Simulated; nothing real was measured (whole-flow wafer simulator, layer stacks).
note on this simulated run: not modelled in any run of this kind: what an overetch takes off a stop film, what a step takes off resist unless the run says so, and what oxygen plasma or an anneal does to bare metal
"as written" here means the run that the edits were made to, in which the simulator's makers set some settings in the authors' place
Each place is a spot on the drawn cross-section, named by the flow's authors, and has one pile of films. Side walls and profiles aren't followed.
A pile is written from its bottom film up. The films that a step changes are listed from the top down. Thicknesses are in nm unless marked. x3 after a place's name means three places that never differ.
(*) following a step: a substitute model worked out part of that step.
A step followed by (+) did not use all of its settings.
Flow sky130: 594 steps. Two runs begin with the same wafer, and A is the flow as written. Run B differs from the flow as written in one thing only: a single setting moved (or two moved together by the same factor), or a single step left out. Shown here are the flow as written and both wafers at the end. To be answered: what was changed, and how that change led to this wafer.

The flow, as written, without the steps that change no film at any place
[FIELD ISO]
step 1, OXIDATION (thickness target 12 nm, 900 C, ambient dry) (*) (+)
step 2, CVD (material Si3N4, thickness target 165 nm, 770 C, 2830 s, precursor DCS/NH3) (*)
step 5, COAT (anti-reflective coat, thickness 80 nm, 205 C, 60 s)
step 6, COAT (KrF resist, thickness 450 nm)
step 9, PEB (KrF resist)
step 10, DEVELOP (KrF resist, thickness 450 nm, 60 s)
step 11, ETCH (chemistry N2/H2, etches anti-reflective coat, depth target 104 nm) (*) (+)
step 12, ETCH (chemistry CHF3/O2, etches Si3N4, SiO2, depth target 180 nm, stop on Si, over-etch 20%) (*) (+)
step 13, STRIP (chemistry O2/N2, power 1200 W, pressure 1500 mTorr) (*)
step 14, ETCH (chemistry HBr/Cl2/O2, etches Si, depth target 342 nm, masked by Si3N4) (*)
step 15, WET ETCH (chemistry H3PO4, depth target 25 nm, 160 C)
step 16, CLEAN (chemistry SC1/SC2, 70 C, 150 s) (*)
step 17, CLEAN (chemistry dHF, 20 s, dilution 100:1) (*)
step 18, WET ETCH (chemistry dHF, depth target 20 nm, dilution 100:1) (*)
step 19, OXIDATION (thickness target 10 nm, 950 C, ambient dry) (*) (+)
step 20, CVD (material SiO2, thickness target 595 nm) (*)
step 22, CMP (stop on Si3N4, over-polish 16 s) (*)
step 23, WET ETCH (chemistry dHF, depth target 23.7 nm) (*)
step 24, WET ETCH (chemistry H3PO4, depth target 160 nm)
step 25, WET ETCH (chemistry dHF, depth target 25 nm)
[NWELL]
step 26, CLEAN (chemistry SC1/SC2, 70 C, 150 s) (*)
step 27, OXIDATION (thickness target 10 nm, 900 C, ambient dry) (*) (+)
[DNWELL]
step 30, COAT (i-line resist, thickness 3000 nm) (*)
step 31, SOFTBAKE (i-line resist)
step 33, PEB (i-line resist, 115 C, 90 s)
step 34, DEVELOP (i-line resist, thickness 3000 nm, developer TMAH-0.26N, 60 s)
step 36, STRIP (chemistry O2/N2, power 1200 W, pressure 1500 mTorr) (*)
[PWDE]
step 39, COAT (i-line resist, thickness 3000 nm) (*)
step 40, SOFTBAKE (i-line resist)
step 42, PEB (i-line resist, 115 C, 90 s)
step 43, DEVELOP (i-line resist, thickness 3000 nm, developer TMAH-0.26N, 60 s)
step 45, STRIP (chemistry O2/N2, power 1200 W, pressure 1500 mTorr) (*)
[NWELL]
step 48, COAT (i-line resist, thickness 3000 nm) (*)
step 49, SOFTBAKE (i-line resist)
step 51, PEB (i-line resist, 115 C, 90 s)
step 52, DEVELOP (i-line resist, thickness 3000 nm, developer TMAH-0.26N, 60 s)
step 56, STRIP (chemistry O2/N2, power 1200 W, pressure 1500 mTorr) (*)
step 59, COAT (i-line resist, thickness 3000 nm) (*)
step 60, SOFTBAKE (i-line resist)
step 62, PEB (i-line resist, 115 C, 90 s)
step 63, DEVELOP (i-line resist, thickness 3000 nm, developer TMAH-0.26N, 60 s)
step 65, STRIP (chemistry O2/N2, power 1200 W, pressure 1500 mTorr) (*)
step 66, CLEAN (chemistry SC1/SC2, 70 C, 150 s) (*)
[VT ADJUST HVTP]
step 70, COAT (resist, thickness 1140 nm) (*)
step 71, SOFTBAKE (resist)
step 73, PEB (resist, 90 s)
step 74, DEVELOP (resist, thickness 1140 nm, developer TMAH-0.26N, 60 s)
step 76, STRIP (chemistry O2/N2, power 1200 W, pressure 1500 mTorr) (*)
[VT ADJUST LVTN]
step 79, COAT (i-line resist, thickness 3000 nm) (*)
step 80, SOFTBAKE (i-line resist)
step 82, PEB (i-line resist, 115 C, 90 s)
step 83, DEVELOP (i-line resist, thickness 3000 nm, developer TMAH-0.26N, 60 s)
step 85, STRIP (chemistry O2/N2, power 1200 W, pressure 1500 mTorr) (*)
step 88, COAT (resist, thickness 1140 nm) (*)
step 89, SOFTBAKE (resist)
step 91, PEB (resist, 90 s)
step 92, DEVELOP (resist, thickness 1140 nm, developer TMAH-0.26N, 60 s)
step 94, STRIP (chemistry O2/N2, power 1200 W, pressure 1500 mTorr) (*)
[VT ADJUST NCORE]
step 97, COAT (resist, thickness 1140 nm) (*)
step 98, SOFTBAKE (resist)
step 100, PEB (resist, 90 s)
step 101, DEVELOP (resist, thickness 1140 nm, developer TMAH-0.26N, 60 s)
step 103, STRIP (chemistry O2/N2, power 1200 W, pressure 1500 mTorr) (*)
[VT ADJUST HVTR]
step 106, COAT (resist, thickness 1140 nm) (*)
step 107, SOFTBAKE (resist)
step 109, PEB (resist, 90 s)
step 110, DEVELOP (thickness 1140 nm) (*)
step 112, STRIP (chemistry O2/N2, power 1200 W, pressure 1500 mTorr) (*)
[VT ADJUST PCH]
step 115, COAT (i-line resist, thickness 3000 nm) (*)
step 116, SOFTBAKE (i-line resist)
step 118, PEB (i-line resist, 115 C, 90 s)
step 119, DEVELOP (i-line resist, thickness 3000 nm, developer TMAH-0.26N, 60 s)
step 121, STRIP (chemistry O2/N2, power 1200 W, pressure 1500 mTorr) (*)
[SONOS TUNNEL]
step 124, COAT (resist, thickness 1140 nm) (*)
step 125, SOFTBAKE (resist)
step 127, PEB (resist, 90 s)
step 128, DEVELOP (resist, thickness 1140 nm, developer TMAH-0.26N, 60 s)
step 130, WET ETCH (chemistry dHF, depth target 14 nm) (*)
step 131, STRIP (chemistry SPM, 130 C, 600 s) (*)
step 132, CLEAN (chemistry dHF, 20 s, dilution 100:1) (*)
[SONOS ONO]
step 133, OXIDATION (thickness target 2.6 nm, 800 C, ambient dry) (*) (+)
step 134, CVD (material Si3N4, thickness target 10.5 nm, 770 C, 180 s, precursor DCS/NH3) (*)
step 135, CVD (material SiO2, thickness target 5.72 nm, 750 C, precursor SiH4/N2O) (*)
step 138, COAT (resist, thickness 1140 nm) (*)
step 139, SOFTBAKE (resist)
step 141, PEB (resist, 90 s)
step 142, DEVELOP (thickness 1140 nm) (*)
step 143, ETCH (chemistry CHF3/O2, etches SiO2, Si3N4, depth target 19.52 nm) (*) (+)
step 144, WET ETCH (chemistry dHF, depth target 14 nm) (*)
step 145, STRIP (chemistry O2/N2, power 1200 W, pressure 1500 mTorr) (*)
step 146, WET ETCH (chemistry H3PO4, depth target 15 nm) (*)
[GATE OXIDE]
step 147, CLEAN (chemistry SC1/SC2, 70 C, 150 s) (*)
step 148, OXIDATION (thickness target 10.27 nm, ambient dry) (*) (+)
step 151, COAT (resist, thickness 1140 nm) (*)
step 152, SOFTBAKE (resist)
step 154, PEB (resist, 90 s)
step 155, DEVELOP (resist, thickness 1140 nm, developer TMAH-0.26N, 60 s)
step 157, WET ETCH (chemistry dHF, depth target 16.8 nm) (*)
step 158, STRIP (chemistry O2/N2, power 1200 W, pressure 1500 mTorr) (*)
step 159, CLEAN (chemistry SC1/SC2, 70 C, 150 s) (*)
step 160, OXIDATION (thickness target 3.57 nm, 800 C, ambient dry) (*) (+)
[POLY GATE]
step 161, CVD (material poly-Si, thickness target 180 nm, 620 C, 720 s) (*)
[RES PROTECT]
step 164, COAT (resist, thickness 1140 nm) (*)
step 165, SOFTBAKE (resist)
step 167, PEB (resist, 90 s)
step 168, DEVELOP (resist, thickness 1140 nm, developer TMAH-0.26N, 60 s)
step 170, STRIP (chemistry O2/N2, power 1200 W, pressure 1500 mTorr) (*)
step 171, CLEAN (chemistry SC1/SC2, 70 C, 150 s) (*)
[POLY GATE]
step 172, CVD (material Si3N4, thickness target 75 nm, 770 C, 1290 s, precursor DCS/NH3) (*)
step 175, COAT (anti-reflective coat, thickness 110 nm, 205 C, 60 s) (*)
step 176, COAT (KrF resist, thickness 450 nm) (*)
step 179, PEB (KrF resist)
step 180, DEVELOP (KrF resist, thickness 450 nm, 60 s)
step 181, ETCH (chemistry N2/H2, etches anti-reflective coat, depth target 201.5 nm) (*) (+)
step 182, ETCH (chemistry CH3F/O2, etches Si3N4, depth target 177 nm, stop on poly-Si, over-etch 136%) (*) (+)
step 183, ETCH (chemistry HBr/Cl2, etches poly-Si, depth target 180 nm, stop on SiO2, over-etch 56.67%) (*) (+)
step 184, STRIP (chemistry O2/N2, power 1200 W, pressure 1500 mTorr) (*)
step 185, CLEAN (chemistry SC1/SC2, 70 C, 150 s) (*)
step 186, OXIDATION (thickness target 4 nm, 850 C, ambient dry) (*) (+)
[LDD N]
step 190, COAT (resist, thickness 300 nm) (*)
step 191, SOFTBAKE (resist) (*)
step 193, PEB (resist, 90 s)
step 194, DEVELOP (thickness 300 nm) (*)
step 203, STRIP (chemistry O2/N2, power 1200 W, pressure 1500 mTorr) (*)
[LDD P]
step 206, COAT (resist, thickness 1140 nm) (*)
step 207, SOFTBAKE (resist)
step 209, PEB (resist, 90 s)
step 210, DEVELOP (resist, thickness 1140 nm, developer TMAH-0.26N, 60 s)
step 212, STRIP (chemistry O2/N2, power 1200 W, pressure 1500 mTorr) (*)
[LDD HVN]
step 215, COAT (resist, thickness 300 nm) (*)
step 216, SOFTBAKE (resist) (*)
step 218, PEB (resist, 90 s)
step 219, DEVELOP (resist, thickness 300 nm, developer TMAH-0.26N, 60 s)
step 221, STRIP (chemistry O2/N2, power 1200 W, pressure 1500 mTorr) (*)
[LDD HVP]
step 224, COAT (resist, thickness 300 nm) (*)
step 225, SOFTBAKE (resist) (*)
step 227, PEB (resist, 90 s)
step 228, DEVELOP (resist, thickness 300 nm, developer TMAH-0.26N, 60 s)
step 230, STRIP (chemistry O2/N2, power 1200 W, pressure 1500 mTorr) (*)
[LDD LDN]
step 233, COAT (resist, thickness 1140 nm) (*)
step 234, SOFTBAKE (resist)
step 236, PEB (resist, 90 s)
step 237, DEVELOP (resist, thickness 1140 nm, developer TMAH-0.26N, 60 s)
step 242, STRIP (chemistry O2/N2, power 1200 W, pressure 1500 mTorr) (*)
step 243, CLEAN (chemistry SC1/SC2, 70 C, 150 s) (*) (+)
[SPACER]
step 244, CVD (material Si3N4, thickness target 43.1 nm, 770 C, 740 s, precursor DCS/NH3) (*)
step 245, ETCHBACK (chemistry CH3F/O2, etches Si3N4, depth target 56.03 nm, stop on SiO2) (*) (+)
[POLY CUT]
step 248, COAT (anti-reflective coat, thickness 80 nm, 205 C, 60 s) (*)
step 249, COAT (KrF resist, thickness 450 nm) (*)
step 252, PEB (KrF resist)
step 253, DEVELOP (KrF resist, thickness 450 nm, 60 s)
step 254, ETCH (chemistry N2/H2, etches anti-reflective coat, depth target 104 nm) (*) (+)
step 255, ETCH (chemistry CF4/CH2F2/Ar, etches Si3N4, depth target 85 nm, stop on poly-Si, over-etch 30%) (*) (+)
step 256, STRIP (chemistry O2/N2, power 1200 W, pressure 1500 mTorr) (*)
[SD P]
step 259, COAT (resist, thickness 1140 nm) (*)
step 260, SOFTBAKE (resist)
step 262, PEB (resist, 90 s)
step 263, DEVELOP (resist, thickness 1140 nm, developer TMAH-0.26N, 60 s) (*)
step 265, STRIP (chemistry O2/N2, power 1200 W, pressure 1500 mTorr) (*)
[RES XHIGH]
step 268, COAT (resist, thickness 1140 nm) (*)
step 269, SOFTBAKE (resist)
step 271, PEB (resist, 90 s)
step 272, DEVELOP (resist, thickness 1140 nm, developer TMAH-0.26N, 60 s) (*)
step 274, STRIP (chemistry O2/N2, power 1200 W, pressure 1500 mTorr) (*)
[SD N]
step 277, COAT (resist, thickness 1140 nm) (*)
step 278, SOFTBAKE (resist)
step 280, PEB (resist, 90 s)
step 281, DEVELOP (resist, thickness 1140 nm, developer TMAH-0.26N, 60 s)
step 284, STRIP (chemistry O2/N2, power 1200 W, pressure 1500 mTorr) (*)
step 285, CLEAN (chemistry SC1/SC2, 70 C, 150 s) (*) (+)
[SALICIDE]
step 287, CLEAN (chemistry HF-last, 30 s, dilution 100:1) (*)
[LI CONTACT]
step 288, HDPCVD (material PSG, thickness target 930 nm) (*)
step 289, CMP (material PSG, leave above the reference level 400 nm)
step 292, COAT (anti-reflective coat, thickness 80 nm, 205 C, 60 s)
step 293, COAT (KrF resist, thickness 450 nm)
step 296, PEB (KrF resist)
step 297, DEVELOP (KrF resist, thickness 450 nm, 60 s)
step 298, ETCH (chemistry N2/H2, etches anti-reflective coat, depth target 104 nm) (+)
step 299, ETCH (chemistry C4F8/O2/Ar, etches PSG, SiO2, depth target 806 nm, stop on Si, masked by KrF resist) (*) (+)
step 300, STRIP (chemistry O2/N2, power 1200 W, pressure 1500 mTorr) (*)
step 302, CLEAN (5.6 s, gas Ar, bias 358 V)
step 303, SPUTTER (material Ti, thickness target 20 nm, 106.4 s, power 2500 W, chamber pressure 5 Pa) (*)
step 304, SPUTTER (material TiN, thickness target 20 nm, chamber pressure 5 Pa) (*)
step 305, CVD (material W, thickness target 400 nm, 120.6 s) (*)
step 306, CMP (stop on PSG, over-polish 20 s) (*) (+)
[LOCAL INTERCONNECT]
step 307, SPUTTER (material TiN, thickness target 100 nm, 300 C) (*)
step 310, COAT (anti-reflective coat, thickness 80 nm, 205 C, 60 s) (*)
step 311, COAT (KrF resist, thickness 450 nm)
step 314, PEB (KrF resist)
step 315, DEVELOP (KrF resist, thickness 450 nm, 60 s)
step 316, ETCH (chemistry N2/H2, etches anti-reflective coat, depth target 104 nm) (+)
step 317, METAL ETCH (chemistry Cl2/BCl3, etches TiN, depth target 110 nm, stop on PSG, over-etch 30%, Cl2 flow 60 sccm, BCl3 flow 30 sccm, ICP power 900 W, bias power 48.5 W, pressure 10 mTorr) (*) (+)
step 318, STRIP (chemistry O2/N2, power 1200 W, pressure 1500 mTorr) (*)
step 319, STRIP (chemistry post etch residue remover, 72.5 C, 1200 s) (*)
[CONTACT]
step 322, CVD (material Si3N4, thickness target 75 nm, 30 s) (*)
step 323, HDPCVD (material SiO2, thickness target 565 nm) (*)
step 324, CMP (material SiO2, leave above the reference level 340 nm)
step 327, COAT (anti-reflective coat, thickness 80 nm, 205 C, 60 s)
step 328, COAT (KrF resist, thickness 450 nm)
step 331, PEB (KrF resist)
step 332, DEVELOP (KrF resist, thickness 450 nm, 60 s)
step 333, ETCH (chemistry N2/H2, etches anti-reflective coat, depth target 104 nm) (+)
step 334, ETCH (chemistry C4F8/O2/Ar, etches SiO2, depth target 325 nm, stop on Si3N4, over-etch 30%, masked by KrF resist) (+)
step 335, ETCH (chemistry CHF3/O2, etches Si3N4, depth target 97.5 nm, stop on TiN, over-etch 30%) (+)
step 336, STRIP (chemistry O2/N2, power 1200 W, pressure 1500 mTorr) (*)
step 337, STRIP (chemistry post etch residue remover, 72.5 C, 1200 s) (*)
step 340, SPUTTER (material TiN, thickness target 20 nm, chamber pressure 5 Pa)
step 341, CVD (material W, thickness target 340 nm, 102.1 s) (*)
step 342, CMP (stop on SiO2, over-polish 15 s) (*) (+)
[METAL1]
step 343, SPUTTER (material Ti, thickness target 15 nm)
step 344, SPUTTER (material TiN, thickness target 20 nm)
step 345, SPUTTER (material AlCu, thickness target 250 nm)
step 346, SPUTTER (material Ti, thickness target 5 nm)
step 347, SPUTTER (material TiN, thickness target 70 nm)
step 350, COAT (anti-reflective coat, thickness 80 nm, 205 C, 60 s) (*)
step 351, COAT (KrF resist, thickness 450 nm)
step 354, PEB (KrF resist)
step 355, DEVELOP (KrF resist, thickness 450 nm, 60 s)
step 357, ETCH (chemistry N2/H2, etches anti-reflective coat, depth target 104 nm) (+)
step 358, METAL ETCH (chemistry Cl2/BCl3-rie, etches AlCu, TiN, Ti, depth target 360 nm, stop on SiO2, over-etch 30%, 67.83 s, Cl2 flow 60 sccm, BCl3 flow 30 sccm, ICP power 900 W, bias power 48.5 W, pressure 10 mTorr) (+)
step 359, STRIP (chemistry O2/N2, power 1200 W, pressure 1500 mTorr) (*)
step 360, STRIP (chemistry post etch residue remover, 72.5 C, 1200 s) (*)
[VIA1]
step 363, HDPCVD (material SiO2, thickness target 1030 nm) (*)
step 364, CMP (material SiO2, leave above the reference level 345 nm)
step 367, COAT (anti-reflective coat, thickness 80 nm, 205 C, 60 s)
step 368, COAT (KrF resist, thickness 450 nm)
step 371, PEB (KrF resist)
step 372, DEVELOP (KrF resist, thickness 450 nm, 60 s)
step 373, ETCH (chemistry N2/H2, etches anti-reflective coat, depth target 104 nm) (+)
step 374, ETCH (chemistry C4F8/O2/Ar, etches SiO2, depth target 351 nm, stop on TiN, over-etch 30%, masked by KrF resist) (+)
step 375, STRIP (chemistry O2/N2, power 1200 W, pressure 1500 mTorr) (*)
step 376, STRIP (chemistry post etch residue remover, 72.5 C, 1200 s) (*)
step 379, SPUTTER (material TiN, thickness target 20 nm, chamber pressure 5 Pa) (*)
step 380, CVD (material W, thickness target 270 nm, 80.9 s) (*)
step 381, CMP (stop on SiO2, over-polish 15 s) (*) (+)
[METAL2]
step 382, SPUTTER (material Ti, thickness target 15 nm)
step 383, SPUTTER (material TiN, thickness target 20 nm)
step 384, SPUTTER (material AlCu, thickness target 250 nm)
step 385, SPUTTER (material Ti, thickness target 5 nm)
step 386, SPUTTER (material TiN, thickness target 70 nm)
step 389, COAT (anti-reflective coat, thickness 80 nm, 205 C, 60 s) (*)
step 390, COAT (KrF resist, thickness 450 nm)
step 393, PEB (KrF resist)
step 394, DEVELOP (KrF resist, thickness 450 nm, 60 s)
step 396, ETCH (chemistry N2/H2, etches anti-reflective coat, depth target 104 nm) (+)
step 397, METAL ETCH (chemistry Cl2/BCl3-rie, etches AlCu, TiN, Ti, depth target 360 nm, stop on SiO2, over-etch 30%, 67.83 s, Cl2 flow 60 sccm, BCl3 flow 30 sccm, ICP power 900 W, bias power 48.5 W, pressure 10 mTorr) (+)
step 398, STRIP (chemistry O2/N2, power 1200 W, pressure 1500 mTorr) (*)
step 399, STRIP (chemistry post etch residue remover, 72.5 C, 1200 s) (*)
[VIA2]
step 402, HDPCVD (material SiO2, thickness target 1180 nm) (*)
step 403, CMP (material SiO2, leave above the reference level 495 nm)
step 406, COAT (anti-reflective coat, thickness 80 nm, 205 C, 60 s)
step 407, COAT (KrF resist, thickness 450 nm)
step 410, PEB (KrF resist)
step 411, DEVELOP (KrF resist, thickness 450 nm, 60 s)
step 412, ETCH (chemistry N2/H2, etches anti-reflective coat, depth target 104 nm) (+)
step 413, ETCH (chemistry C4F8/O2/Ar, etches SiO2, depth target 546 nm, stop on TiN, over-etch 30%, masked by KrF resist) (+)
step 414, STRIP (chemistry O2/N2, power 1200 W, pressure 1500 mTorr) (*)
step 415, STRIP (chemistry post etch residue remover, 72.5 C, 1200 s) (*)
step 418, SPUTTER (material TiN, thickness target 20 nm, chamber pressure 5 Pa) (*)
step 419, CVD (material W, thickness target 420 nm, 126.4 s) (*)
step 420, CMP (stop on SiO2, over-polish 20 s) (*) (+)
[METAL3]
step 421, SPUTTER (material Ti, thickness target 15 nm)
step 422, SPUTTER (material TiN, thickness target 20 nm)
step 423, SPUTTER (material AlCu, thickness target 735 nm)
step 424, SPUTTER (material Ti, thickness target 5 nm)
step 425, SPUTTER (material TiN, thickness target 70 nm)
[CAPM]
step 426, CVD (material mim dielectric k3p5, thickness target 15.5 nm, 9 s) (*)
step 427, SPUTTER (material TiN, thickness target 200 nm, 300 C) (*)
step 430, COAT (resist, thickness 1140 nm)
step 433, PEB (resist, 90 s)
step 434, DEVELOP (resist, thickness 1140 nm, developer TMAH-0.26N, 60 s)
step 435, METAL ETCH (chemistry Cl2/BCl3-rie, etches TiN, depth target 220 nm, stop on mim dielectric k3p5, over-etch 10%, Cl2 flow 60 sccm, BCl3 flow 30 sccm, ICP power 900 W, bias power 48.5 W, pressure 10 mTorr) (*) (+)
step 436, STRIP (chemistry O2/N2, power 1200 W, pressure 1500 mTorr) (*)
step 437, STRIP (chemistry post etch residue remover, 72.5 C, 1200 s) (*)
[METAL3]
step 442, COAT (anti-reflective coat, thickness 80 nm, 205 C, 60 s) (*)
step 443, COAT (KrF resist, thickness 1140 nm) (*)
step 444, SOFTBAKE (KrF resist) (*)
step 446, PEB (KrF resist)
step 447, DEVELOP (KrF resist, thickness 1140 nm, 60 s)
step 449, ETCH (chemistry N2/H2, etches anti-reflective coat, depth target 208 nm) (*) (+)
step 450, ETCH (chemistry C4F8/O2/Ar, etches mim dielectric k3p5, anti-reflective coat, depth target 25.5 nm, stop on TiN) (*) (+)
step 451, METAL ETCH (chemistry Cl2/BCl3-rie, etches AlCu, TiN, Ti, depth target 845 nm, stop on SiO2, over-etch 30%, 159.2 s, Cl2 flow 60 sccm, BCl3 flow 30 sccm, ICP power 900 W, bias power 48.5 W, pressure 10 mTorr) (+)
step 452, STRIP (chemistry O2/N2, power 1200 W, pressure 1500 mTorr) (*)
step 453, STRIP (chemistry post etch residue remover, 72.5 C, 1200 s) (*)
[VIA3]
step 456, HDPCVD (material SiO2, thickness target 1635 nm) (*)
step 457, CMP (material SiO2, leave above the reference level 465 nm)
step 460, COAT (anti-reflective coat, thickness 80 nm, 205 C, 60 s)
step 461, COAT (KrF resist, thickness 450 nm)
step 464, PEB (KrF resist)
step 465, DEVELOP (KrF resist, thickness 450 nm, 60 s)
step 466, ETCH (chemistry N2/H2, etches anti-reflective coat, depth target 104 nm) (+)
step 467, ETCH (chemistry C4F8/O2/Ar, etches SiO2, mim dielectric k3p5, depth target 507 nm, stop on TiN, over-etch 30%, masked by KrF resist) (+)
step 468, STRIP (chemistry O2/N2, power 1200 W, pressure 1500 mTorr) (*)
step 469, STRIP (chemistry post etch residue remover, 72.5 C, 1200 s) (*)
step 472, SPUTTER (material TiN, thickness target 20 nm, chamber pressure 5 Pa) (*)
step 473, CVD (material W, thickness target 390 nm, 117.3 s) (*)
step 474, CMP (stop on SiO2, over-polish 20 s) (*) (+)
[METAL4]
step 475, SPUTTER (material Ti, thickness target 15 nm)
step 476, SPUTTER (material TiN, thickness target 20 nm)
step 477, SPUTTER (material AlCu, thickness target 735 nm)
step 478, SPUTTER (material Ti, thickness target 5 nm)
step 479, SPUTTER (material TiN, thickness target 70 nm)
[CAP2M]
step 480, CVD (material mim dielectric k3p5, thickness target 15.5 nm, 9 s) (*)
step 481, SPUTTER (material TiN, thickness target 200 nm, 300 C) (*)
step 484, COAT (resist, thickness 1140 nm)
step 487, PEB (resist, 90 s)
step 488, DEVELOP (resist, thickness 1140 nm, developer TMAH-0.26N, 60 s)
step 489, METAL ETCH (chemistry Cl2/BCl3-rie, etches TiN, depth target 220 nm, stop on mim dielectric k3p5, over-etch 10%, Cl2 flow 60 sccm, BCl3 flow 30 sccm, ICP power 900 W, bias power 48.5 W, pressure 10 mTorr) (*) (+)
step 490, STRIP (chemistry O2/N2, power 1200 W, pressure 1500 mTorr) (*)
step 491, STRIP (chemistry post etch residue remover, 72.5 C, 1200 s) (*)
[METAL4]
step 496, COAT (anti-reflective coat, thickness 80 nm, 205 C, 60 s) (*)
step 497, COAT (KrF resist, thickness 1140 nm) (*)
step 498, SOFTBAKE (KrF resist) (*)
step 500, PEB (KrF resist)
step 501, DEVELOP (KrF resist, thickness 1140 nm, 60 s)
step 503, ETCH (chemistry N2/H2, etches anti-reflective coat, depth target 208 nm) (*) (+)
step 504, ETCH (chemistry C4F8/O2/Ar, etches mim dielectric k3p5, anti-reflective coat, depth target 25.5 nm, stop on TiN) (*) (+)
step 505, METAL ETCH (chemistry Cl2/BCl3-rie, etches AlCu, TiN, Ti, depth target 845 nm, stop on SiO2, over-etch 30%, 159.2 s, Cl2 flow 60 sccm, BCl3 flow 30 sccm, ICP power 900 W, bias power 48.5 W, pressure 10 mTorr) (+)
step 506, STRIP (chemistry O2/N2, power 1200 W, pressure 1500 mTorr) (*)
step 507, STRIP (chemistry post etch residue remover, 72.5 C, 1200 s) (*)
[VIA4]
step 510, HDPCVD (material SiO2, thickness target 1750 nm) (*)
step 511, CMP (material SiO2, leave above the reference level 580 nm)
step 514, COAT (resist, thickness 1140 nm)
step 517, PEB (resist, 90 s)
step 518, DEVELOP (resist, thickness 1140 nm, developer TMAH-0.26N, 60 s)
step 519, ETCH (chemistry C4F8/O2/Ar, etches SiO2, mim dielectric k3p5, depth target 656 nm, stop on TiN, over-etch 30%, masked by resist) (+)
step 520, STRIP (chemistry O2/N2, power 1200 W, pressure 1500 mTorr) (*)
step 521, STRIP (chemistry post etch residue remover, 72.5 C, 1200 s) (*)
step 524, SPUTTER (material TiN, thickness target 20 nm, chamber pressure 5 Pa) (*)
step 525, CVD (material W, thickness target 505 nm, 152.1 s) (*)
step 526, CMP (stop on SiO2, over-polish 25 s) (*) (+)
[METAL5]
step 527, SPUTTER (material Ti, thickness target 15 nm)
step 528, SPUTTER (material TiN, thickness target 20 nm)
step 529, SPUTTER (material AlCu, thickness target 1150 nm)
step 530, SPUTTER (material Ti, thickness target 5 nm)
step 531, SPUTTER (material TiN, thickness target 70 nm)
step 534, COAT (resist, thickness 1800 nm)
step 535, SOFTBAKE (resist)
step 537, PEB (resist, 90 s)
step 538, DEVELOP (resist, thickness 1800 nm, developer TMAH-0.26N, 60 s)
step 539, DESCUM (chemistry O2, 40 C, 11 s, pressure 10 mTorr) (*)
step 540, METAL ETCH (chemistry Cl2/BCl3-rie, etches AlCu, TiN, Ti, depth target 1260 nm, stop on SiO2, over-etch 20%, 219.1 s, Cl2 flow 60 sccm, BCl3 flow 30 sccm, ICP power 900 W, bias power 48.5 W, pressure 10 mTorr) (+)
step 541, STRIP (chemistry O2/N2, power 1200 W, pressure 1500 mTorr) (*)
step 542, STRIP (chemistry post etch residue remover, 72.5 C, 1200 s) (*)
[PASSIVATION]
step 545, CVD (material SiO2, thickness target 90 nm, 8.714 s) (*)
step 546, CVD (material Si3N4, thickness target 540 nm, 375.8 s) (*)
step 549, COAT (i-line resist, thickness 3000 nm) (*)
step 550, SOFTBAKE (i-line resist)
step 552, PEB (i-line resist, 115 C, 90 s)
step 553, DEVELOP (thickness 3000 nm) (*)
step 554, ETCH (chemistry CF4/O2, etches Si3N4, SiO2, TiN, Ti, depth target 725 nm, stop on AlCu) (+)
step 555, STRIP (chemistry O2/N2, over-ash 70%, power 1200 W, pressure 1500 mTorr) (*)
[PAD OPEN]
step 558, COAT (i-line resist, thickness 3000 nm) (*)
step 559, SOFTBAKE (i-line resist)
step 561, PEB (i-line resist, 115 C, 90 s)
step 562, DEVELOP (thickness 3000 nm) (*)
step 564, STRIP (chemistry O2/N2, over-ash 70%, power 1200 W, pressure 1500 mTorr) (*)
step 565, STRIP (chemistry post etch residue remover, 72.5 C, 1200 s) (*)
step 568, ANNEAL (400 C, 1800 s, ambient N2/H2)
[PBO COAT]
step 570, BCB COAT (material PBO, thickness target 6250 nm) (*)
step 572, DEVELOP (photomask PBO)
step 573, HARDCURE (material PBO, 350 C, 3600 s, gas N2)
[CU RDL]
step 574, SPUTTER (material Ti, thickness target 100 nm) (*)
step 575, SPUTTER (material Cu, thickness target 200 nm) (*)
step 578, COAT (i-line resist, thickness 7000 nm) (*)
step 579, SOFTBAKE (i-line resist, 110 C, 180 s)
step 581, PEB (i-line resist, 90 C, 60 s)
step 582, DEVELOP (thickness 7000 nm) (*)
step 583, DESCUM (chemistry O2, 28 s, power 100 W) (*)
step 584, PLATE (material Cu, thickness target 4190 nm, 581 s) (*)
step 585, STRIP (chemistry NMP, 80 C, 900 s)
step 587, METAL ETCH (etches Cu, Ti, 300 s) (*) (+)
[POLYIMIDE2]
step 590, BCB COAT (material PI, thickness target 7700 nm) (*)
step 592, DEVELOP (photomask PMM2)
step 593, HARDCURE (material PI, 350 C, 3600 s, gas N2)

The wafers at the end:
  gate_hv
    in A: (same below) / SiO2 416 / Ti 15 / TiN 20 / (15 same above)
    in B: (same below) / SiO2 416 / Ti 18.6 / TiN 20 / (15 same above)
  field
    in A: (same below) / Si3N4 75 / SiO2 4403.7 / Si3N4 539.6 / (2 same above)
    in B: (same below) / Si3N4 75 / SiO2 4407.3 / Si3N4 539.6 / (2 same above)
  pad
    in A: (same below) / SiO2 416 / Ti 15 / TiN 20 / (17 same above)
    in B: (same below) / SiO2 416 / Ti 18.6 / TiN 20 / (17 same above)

The reason: step 421, SPUTTER: thickness target 18.6 nm was run, whereas the flow has thickness target 15 nm.
The wafer lets one read it off: gate_hv has Ti 18.6, and step 421 as written asks for 15 nm.

Step by step, how the change led to this:
  step 421, SPUTTER (material Ti, thickness target 15 nm)
      field, active, n_well and 188 more: A +15 Ti (new film) | B +18.6 Ti (new film)
  step 451, METAL ETCH (chemistry Cl2/BCl3-rie, etches AlCu, TiN, Ti, depth target 845 nm, stop on SiO2, over-etch 30%, 159.2 s, Cl2 flow 60 sccm, BCl3 flow 30 sccm, ICP power 900 W, bias power 48.5 W, pressure 10 mTorr) (+)
      field, active, gate and 69 more: A -70 TiN (all of it), -5 Ti (all of it), -735 AlCu (all of it), -20 TiN (all of it), -15 Ti (all of it), -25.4 SiO2 | B -70 TiN (all of it), -5 Ti (all of it), -735 AlCu (all of it), -20 TiN (all of it), -18.6 Ti (all of it), -25 SiO2
      vpp_ln, vpp_iso2, ndiff_ln and 10 more: A -70 TiN (all of it), -5 Ti (all of it), -735 AlCu (all of it), -20 TiN (all of it), -15 Ti (all of it), -25.3 SiO2 | B -70 TiN (all of it), -5 Ti (all of it), -735 AlCu (all of it), -20 TiN (all of it), -18.6 Ti (all of it), -25 SiO2
